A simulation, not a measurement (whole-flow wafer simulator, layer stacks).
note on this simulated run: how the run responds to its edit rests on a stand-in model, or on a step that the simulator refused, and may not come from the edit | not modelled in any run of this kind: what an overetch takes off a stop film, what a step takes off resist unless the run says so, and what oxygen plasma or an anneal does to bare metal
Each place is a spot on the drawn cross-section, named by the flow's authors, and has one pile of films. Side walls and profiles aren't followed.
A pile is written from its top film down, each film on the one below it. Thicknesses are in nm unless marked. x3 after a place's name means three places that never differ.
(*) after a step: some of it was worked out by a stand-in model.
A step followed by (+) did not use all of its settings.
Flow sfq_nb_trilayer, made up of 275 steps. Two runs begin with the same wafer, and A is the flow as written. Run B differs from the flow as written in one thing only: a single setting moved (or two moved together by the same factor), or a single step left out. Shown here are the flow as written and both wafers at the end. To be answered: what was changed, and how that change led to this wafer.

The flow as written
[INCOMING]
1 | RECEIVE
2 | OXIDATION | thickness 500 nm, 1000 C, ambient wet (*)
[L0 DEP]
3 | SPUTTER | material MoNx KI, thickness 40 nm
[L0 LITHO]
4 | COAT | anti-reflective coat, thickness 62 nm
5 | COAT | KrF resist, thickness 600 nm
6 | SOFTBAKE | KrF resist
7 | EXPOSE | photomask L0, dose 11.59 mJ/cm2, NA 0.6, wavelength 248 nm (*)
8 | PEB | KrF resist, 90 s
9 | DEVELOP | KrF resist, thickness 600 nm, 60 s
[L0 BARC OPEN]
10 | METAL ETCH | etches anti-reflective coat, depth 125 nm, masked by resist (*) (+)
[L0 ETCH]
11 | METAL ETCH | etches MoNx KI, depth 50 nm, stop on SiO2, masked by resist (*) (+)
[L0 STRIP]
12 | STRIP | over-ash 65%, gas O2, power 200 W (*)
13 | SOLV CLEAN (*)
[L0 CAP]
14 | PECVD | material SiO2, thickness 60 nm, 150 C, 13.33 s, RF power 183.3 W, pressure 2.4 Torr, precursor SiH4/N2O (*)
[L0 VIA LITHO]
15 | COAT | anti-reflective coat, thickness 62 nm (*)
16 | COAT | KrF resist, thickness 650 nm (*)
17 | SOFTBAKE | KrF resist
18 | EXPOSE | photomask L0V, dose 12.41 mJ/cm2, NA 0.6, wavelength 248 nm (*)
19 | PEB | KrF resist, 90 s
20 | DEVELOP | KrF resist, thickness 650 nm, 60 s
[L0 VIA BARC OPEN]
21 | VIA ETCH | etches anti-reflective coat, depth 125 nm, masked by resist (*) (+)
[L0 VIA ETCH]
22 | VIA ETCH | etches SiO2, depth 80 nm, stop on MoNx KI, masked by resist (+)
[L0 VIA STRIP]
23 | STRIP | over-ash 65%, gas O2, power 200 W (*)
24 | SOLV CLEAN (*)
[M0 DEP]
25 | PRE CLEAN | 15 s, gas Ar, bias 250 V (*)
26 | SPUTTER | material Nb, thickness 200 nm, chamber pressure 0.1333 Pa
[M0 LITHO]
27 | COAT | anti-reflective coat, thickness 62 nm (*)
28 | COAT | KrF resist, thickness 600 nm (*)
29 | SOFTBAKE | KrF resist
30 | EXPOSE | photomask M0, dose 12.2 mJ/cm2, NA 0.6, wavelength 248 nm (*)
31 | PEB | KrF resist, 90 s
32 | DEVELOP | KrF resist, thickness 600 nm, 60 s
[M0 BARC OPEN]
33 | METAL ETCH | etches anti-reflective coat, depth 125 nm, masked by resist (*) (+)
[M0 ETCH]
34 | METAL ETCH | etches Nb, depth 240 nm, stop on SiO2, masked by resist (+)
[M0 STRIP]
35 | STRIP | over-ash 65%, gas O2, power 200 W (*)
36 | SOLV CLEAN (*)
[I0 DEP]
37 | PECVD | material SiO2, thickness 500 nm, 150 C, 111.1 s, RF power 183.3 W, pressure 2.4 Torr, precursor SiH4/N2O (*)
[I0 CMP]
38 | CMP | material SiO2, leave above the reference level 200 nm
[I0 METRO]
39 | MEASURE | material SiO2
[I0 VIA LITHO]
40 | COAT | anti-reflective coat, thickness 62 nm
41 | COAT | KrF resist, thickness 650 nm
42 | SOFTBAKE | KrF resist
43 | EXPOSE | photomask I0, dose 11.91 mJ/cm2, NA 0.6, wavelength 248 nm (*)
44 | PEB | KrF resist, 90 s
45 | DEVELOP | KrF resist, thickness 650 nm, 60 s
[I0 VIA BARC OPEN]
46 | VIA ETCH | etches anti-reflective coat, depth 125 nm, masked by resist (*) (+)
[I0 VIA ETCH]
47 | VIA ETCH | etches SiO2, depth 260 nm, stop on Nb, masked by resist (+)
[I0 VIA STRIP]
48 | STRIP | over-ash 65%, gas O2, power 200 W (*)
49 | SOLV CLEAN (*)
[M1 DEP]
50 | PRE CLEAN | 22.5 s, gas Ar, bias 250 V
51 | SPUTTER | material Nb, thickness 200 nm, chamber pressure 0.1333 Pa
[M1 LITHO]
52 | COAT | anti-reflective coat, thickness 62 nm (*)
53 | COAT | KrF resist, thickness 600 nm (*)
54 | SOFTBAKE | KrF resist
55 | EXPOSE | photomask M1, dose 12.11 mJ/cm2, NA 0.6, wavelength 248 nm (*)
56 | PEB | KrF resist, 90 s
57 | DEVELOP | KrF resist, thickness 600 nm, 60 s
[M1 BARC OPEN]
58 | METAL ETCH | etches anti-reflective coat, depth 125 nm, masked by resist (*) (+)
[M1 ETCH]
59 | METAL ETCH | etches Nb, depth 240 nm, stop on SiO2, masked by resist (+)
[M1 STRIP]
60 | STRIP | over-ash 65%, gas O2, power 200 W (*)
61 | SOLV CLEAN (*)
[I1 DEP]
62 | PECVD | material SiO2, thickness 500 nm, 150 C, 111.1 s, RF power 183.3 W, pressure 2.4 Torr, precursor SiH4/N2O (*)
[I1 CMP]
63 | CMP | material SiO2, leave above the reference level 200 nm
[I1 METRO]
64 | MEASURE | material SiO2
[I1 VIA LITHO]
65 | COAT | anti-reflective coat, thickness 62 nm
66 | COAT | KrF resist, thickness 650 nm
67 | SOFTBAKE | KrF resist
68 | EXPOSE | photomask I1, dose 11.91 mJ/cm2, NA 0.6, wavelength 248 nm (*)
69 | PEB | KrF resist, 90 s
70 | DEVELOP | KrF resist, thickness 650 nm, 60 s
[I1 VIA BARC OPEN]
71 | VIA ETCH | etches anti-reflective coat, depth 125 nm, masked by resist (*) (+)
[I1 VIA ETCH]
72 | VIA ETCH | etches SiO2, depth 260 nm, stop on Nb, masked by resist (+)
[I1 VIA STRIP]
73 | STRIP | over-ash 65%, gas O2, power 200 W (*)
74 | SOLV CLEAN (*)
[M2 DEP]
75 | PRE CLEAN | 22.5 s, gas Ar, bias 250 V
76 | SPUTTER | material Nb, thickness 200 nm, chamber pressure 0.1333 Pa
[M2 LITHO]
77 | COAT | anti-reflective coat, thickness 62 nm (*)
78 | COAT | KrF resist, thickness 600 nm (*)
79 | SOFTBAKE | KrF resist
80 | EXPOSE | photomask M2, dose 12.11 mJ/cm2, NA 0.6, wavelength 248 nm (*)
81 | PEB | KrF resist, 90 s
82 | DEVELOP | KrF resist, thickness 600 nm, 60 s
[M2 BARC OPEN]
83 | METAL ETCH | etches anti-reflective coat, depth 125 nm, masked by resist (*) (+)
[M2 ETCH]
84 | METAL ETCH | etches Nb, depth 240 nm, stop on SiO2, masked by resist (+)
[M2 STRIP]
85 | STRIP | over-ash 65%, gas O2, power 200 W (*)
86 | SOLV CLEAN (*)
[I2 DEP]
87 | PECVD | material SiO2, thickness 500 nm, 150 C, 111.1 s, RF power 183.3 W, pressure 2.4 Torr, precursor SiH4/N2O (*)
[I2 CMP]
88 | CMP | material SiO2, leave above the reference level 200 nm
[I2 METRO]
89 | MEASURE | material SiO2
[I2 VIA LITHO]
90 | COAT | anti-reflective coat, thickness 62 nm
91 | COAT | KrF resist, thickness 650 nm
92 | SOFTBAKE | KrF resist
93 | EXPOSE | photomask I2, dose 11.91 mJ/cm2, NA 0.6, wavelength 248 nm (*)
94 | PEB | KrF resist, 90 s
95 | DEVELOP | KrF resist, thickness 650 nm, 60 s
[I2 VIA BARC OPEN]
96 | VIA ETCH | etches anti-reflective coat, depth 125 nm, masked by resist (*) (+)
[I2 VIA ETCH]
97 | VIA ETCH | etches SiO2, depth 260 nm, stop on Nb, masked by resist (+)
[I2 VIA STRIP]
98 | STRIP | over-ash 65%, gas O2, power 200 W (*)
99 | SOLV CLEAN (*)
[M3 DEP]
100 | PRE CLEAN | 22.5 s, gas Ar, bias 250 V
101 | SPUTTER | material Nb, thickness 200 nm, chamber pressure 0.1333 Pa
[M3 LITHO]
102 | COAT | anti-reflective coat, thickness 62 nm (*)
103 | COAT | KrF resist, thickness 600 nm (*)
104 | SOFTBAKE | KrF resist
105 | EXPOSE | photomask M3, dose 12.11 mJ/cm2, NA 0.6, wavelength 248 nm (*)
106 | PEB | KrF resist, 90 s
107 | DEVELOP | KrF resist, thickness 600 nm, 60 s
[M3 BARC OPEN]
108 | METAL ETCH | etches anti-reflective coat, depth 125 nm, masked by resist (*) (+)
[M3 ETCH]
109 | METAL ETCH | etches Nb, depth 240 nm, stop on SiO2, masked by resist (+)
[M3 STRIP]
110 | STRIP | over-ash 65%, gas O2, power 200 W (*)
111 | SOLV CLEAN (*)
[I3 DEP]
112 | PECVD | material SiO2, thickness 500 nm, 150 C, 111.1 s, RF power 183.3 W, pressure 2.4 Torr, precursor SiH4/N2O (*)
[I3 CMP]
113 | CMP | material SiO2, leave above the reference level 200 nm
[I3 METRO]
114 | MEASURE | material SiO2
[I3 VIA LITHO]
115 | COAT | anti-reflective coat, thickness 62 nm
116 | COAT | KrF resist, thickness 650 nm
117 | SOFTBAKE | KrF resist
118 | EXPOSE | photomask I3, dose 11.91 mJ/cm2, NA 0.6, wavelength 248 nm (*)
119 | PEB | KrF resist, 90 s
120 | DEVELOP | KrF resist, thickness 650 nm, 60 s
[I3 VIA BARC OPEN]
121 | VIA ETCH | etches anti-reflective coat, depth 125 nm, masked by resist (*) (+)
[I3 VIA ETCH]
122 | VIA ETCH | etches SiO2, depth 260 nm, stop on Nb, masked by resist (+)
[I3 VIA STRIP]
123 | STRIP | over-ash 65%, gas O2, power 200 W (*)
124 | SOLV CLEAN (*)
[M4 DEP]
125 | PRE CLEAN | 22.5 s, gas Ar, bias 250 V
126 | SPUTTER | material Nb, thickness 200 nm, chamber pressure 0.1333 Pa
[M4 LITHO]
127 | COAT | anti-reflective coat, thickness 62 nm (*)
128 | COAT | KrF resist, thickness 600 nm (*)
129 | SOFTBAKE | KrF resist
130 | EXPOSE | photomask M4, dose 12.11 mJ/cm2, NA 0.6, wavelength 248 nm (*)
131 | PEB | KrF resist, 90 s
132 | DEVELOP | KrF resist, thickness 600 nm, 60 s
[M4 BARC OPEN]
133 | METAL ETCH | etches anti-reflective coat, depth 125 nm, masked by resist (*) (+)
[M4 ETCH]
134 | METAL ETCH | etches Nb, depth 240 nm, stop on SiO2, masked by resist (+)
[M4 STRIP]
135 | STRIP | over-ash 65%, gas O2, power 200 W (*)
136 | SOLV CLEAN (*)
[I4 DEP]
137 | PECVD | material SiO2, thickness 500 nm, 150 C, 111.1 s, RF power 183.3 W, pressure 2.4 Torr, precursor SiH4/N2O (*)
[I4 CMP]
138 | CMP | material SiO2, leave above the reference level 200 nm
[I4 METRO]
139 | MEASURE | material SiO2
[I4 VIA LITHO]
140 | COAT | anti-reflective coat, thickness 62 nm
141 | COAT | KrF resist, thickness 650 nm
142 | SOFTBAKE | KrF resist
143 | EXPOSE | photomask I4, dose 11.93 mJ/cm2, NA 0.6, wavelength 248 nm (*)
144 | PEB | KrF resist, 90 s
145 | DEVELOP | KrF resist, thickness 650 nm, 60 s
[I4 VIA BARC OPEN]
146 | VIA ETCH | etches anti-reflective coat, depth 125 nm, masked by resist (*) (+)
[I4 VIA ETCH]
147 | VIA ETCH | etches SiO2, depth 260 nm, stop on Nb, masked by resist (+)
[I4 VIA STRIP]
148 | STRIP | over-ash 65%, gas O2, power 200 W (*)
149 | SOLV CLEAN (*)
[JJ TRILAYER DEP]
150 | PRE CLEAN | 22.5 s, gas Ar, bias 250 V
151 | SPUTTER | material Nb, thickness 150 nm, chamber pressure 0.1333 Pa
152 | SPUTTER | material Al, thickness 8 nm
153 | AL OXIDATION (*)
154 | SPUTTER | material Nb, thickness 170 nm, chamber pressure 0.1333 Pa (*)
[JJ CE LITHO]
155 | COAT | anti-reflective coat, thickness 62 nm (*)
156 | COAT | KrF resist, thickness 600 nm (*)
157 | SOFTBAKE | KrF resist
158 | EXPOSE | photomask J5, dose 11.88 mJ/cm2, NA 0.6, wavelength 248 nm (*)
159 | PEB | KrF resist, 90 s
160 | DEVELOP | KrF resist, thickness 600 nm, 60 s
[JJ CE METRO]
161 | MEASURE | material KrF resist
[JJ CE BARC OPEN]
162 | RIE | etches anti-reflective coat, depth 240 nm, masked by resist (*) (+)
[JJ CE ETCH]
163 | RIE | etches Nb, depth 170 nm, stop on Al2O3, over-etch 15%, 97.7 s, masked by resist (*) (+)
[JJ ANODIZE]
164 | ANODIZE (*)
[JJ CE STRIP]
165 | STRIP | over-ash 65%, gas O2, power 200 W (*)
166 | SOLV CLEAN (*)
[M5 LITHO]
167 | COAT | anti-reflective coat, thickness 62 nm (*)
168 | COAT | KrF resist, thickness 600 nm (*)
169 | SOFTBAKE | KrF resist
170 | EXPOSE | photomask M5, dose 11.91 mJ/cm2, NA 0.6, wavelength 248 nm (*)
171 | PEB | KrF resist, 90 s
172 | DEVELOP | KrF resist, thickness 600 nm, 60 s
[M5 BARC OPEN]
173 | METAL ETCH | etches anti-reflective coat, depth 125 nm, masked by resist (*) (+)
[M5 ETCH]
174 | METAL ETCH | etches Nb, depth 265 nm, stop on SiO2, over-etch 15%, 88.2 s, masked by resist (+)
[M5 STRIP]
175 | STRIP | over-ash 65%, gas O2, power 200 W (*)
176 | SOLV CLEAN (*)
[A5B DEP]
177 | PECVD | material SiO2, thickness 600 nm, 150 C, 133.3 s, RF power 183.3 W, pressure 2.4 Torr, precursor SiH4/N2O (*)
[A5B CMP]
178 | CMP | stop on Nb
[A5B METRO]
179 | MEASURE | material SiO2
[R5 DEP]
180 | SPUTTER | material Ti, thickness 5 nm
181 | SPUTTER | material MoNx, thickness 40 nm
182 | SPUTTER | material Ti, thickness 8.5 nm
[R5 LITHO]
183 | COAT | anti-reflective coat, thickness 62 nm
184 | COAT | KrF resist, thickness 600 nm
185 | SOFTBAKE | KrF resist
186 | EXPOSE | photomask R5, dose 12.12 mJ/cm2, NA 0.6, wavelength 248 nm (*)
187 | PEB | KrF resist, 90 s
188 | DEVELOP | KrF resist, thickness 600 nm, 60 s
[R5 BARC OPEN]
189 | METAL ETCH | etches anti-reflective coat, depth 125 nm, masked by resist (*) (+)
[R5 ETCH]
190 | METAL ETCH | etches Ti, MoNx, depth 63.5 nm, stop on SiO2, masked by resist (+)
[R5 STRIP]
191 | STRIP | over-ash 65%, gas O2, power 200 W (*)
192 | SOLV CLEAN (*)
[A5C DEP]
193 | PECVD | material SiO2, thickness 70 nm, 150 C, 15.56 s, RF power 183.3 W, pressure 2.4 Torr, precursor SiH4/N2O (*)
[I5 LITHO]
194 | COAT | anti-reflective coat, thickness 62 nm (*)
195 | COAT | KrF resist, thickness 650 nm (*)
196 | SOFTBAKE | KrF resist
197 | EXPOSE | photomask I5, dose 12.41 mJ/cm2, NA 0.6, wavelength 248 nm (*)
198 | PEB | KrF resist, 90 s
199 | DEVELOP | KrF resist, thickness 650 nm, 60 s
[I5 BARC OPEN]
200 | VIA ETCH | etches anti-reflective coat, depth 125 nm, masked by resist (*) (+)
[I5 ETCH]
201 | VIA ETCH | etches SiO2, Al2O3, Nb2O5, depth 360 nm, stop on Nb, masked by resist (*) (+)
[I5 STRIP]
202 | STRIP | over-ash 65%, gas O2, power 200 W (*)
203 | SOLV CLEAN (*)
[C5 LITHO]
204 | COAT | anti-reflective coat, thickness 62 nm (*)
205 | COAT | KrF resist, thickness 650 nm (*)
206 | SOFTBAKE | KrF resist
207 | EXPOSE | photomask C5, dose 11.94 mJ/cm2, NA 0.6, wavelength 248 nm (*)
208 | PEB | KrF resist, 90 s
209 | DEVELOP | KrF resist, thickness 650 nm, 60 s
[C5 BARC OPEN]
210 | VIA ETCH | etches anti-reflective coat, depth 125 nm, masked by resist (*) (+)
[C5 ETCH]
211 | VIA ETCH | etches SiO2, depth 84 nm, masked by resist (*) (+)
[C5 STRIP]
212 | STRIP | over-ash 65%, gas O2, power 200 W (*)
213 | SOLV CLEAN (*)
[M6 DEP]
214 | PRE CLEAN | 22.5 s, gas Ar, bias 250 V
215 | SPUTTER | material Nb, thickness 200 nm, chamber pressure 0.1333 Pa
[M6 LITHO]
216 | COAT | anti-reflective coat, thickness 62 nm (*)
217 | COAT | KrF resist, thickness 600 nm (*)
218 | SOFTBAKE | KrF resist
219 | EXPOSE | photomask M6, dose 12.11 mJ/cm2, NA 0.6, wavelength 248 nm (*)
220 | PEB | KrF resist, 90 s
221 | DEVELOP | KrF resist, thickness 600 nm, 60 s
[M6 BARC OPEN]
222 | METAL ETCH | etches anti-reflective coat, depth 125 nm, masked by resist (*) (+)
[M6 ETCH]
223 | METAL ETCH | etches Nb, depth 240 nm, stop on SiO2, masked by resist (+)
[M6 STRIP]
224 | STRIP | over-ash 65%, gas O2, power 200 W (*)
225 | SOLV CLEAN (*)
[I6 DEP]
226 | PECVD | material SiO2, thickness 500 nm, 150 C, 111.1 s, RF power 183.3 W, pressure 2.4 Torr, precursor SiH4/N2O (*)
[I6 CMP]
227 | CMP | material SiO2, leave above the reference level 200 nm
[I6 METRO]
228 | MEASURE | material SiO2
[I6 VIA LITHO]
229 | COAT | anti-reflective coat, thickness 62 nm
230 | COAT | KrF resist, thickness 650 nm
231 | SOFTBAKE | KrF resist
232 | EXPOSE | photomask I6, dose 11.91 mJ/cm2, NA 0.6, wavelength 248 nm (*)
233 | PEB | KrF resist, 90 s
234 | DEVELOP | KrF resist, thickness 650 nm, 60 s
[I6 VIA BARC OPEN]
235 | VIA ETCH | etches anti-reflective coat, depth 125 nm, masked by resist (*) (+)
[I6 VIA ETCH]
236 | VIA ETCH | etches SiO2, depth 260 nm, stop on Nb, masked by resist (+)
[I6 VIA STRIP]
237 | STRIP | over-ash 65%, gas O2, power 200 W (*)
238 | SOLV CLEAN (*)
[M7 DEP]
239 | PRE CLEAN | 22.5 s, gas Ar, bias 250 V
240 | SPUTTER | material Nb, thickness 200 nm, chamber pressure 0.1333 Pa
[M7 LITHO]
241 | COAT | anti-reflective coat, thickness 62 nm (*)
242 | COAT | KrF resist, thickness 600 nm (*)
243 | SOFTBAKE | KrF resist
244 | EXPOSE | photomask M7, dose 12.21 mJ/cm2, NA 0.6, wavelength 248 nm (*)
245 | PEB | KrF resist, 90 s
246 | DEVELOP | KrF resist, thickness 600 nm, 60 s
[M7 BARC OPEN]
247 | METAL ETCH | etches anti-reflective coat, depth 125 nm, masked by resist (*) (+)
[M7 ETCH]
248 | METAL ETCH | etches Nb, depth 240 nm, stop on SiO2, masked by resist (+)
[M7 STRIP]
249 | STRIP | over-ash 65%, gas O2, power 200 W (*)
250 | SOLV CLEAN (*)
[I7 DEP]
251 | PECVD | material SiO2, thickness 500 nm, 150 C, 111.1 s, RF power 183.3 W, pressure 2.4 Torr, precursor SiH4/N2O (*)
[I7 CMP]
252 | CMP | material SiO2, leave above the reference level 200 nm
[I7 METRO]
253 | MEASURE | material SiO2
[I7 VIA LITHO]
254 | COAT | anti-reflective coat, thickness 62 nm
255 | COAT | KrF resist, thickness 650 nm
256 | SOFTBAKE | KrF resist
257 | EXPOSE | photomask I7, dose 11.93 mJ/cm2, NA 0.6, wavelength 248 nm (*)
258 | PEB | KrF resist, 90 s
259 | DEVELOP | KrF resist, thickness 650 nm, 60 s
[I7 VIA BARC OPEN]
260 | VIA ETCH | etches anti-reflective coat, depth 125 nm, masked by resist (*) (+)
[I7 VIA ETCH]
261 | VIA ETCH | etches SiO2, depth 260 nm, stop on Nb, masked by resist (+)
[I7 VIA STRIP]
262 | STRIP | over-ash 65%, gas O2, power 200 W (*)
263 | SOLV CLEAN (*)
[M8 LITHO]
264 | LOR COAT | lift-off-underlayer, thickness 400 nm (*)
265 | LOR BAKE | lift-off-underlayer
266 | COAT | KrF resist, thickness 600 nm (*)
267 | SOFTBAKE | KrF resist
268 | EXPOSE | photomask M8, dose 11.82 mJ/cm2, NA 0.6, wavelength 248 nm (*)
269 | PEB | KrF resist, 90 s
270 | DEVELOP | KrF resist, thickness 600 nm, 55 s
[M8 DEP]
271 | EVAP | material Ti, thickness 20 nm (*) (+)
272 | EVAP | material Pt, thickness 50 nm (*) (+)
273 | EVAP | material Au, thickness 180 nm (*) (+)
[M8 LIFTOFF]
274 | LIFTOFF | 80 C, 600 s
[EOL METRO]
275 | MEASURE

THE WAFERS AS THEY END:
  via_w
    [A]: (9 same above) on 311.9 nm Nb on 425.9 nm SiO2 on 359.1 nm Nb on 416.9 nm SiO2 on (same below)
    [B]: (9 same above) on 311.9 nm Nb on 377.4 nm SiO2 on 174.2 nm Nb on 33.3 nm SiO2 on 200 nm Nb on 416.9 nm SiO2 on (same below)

What caused this: step 97, VIA ETCH: depth 159 nm was run, while the flow as written has depth 260 nm.

Step by step, how the change led to this:
  97 | VIA ETCH | etches SiO2, depth 260 nm, stop on Nb, masked by resist (+)
      via_w: A -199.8 SiO2 (all of it) | B -159 SiO2
      field_l, v_sur, via_wl and 102 more: A -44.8 KrF resist | B -27.4 KrF resist
  98 | STRIP | over-ash 65%, gas O2, power 200 W (*)
      field_l, v_sur, via_wl and 102 more: A -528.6 KrF resist (all of it), -62 anti-reflective coat (all of it) | B -546 KrF resist (all of it), -62 anti-reflective coat (all of it)
  100 | PRE CLEAN | 22.5 s, gas Ar, bias 250 V
      via_w: A -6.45 Nb | B -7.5 SiO2
  101 | SPUTTER | material Nb, thickness 200 nm, chamber pressure 0.1333 Pa
      via_w: A +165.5 Nb | B +174.2 Nb (new film)
  102 | COAT | anti-reflective coat, thickness 62 nm (*)
      via_wl: A +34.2 anti-reflective coat (new film) | B +33.4 anti-reflective coat (new film)
      via_w: A +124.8 anti-reflective coat (new film) | B +114.4 anti-reflective coat (new film)
  103 | COAT | KrF resist, thickness 600 nm (*)
      via_w: A +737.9 KrF resist (new film) | B +705.7 KrF resist (new film)
  110 | STRIP | over-ash 65%, gas O2, power 200 W (*)
      via_wl: A -384.2 KrF resist (all of it), -34.2 anti-reflective coat (all of it) | B -389.5 KrF resist (all of it), -33.4 anti-reflective coat (all of it)
      via_w: A -520 KrF resist (all of it), -124.8 anti-reflective coat (all of it) | B -487.8 KrF resist (all of it), -114.4 anti-reflective coat (all of it)
  112 | PECVD | material SiO2, thickness 500 nm, 150 C, 111.1 s, RF power 183.3 W, pressure 2.4 Torr, precursor SiH4/N2O (*)
      via_w: A +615 SiO2 (new film) | B +542 SiO2 (new film)
  113 | CMP | material SiO2, leave above the reference level 200 nm
      via_w: A -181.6 SiO2 | B -157.1 SiO2
Taking metal films that touch as one body, via_w has 6 bodies (between them, from the top down: SiO2 192.5; SiO2 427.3 / Al2O3 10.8 / Nb2O5 33.3; SiO2 377.4; SiO2 33.3; SiO2 416.9); the flow as written gives 5 bodies (between them, from the top down: SiO2 192.5; SiO2 427.3 / Al2O3 10.8 / Nb2O5 33.3; SiO2 425.9; SiO2 416.9).
